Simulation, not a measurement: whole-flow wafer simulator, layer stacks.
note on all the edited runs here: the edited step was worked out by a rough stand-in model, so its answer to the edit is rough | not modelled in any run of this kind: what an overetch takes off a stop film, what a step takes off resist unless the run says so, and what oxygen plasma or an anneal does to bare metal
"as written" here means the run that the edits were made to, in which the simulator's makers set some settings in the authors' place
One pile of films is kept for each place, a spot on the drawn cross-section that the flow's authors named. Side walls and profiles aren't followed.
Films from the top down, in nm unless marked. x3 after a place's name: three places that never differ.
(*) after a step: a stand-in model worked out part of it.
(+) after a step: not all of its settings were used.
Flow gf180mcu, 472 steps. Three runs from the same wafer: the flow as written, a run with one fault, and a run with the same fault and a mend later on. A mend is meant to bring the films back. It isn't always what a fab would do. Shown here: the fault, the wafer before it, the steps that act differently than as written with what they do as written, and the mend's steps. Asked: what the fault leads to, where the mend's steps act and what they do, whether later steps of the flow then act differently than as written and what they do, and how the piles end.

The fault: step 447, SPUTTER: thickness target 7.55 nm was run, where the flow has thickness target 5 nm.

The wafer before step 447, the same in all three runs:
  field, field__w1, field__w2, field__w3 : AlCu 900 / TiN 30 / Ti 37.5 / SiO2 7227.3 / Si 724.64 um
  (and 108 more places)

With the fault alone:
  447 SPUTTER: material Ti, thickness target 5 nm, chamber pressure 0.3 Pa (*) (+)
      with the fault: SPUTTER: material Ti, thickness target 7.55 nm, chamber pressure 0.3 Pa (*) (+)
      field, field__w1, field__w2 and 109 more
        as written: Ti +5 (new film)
        with the fault: Ti +7.55 (new film)
  Later steps of the flow that act differently than as written (5 more steps differ only slightly, by at most 2% or 0.5 nm, whichever is larger, and aren't shown):
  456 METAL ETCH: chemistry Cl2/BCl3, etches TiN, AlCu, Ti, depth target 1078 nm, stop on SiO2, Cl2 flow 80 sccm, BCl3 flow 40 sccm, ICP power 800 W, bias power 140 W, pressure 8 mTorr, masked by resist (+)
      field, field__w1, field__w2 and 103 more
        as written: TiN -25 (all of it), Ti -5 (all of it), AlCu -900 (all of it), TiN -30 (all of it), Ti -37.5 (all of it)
        with the fault: TiN -25 (all of it), Ti -7.55 (all of it), AlCu -900 (all of it), TiN -30 (all of it), Ti -37.5 (all of it)
  At the end the piles differ from the flow's by more than 2% or 0.5 nm, whichever is larger, at field__w8, contact, m1, m1__w1, pad, m1_nw.
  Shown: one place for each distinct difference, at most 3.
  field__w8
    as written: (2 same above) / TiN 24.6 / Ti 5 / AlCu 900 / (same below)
    with the fault: (2 same above) / TiN 24.6 / Ti 7.55 / AlCu 900 / (same below)
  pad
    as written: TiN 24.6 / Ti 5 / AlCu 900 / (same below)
    with the fault: TiN 24.6 / Ti 7.55 / AlCu 900 / (same below)

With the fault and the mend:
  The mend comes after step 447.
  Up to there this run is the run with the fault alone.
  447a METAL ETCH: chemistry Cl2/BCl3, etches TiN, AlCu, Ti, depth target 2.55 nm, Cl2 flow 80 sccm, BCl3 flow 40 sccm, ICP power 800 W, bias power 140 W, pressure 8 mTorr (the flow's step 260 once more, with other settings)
      field, field__w1, field__w2 and 109 more
        Ti -2.55
  No later step of the flow acts differently than as written at any place that is followed.
  At the end the piles are the same as the flow's at every place that both follow.
